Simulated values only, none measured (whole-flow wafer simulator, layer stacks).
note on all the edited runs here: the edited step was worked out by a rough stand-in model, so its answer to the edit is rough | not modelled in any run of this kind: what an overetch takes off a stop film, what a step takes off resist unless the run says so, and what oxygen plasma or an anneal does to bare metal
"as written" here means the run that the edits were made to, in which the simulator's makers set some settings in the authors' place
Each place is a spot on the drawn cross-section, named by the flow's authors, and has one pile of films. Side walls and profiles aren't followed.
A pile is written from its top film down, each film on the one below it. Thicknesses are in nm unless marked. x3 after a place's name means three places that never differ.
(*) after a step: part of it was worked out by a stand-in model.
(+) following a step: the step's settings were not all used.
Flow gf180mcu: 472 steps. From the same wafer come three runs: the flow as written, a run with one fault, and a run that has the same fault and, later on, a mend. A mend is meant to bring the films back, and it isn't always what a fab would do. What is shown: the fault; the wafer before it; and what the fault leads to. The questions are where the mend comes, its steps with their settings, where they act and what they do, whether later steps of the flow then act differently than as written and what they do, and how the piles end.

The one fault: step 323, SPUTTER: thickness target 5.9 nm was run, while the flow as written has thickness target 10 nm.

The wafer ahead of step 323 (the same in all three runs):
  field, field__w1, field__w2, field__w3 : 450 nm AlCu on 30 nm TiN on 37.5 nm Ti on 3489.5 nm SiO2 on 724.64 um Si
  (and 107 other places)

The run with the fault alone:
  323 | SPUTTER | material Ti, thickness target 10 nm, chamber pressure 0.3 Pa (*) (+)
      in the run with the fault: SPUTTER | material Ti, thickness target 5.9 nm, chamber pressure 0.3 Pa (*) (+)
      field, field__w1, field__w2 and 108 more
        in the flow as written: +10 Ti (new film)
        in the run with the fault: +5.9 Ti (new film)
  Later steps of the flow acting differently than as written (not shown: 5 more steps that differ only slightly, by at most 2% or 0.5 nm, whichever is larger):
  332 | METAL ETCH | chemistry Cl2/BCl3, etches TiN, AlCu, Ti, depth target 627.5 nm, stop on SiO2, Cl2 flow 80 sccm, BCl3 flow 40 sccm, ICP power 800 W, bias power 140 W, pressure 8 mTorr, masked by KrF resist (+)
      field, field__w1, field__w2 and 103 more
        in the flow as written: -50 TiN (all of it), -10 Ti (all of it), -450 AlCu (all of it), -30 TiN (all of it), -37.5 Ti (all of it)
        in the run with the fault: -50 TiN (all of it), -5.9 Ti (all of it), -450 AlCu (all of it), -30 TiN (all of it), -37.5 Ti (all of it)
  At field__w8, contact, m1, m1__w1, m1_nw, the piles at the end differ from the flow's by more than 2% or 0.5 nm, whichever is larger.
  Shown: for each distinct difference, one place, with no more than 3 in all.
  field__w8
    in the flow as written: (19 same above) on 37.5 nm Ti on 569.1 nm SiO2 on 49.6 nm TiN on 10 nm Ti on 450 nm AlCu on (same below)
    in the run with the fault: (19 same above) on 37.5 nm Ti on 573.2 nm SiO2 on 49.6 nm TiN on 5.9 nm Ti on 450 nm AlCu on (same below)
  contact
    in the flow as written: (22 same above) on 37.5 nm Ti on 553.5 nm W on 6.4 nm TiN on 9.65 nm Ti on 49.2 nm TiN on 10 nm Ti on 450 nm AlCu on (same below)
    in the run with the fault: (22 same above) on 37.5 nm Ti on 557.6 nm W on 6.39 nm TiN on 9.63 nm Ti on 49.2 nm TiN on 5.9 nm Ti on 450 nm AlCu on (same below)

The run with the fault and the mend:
  After step 323 comes the mend.
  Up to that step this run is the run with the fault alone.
  323a | SPUTTER | material Ti, thickness target 4.1 nm, chamber pressure 0.3 Pa (*) (+) (the flow's step 323, run once more with other settings)
      field, field__w1, field__w2 and 108 more
        +4.1 Ti
  Every later step of the flow that is run acts as written at every place that is followed.
  By the end, the piles equal the flow's at every place that both follow.
